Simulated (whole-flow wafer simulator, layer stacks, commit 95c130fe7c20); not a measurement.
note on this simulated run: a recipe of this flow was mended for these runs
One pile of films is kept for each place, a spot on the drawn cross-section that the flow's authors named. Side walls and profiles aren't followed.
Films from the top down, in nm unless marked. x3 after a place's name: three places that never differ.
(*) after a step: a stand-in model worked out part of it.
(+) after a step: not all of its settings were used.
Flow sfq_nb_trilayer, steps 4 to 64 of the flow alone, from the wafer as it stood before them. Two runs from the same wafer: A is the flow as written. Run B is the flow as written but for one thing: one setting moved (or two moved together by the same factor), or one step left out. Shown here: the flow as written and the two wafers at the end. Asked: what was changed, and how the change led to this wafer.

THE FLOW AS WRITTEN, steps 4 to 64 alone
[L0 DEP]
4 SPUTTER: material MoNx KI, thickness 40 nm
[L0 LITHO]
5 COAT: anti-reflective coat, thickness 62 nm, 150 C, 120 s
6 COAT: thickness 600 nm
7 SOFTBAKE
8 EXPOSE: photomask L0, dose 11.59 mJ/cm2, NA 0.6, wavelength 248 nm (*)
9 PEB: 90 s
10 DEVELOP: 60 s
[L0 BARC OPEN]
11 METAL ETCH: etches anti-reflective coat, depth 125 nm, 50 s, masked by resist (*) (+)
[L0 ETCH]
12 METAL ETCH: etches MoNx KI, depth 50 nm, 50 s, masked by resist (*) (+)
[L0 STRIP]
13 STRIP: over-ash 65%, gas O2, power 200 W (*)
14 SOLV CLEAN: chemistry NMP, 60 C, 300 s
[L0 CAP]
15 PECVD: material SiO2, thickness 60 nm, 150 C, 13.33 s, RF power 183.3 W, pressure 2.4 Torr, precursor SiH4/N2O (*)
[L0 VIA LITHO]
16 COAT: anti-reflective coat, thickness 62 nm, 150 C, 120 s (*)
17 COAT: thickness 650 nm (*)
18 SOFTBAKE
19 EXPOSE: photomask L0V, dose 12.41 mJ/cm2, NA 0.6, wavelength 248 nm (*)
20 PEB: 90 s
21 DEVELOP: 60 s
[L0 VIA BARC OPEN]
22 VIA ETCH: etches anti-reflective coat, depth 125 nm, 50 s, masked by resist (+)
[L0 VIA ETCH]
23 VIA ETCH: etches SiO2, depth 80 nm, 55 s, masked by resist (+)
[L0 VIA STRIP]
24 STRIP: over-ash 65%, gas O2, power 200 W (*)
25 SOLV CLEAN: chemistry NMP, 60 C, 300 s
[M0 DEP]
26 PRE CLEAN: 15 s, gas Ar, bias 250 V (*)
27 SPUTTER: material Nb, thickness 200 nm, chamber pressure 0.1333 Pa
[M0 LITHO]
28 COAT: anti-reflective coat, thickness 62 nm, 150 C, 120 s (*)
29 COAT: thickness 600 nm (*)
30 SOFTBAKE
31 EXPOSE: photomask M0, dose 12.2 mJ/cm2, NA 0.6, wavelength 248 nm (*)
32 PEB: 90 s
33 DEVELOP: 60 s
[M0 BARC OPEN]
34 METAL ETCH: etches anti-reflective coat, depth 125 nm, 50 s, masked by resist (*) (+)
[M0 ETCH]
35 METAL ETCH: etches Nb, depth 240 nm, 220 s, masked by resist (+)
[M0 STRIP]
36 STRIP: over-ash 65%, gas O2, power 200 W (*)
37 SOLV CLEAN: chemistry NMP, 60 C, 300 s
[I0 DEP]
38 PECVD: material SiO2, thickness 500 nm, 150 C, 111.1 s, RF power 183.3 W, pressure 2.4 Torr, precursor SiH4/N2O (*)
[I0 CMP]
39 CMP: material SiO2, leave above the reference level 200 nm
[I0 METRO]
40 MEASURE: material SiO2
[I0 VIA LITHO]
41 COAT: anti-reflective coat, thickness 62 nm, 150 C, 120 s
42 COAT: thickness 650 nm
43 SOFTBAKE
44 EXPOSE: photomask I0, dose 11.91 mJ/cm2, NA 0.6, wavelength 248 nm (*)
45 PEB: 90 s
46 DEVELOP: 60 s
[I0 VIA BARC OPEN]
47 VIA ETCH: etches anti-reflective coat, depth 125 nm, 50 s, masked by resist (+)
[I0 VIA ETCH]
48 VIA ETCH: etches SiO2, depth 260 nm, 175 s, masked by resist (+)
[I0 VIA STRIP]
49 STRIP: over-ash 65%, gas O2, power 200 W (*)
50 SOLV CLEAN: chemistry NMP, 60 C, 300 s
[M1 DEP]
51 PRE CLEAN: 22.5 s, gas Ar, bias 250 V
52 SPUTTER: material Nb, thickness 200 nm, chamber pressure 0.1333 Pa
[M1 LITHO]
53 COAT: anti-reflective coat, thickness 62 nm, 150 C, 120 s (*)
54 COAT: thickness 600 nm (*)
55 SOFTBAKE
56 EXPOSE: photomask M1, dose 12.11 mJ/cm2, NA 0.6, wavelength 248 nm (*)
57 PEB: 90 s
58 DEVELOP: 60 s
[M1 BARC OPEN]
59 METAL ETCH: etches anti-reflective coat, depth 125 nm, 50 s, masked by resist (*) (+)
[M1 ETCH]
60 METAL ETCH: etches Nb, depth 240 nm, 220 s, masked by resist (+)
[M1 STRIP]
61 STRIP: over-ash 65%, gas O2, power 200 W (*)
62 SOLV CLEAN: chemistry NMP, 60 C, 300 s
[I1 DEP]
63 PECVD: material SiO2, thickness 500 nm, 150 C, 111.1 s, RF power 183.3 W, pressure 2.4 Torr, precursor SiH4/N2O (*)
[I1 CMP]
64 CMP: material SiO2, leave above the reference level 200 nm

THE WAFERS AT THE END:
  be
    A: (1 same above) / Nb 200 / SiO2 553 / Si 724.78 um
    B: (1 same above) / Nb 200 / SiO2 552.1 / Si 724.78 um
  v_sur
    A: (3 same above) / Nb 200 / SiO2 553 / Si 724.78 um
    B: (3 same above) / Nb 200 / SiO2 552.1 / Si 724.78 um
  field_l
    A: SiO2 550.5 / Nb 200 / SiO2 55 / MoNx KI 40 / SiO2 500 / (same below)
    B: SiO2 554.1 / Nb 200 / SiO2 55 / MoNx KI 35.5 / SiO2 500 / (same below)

The cause: step 4, SPUTTER: thickness 35.5 nm was run, where the flow has thickness 40 nm.
It can be read off the wafer: field_l has MoNx KI 35.5, and step 4 as written asks for 40 nm.

How the change led to this, step by step:
  4 SPUTTER: material MoNx KI, thickness 40 nm
      field_l, v_sur, via_wl and 103 more: A MoNx KI +40 (new film) | B MoNx KI +35.5 (new film)
  12 METAL ETCH: etches MoNx KI, depth 50 nm, 50 s, masked by resist (*) (+)
      v_sur, via_wl, via_w and 97 more: A MoNx KI -40 (all of it), SiO2 -2 | B MoNx KI -35.5 (all of it), SiO2 -2.9
  16 COAT: anti-reflective coat, thickness 62 nm, 150 C, 120 s (*)
      l0_sur: A anti-reflective coat +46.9 (new film) | B anti-reflective coat +48.1 (new film)
      l0r_space_c: A anti-reflective coat +91 (new film) | B anti-reflective coat +88.6 (new film)
  24 STRIP: over-ash 65%, gas O2, power 200 W (*)
      l0_sur: A KrF-resist-other-grade -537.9 (all of it), anti-reflective coat -46.9 (all of it) | B KrF-resist-other-grade -538.2 (all of it), anti-reflective coat -48.1 (all of it)
      l0r_space_c: A KrF-resist-other-grade -547.1 (all of it), anti-reflective coat -91 (all of it) | B KrF-resist-other-grade -546.6 (all of it), anti-reflective coat -88.6 (all of it)
  28 COAT: anti-reflective coat, thickness 62 nm, 150 C, 120 s (*)
      l0_sur: A anti-reflective coat +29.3 (new film) | B anti-reflective coat +30.4 (new film)
      l0r_space_c: A anti-reflective coat +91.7 (new film) | B anti-reflective coat +89.2 (new film)
  36 STRIP: over-ash 65%, gas O2, power 200 W (*)
      l0_sur: A KrF-resist-other-grade -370 (all of it), anti-reflective coat -29.3 (all of it) | B KrF-resist-other-grade -370.4 (all of it), anti-reflective coat -30.4 (all of it)
      l0r_space_c: A KrF-resist-other-grade -369.5 (all of it), anti-reflective coat -91.7 (all of it) | B KrF-resist-other-grade -369 (all of it), anti-reflective coat -89.2 (all of it)
